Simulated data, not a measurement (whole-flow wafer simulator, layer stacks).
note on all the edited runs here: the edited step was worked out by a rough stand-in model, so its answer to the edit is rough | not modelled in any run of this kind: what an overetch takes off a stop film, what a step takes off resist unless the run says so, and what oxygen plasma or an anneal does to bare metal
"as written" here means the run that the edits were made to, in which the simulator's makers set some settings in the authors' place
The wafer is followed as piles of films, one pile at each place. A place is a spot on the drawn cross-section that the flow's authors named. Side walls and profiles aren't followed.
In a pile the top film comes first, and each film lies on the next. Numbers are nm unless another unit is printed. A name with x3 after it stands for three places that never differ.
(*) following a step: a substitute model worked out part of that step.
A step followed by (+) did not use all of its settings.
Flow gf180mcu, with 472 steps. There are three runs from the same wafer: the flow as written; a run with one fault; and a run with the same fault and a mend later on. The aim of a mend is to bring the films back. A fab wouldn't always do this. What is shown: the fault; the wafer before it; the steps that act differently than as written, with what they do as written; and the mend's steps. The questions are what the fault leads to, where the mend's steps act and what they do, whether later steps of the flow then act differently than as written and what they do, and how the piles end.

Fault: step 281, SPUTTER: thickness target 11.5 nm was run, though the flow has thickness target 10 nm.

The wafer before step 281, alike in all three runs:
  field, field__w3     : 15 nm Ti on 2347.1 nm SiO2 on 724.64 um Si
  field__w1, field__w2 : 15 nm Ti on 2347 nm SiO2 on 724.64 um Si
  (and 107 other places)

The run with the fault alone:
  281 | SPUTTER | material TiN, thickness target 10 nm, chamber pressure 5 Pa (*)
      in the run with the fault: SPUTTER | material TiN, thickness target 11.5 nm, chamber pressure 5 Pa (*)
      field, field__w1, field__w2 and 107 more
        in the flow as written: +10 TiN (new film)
        in the run with the fault: +11.5 TiN (new film)
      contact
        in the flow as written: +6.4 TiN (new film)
        in the run with the fault: +7.36 TiN (new film)
  Steps further on in the flow that do not act as written (1 more step, not shown, differs only slightly: by at most 2% or 0.5 nm, whichever is larger):
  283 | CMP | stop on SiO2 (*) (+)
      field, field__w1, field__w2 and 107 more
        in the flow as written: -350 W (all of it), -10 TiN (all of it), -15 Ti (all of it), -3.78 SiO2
        in the run with the fault: -350 W (all of it), -11.5 TiN (all of it), -15 Ti (all of it), -3.8 SiO2
  The piles end different from the flow's at contact by more than 2% or 0.5 nm, whichever is larger.
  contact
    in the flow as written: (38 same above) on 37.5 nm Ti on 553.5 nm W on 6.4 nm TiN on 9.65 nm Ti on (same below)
    in the run with the fault: (38 same above) on 37.5 nm Ti on 552.5 nm W on 7.36 nm TiN on 9.65 nm Ti on (same below)

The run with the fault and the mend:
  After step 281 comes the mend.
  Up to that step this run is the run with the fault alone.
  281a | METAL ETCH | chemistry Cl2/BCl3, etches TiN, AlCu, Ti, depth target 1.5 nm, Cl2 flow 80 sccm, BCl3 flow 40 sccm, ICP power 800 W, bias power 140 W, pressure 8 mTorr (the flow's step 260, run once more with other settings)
      field, field__w1, field__w2 and 108 more
        -1.5 TiN
  Later steps of the flow that are run all act as written at every place that is followed, up to a difference of at most 2% or 0.5 nm, whichever is larger.
  The piles end different from the flow's at contact by more than 2% or 0.5 nm, whichever is larger.
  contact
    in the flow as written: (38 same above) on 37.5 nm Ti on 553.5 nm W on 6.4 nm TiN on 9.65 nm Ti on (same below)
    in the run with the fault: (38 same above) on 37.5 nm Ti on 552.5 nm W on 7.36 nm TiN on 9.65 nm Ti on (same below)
    in the run with the mend: (38 same above) on 37.5 nm Ti on 554 nm W on 5.86 nm TiN on 9.65 nm Ti on (same below)
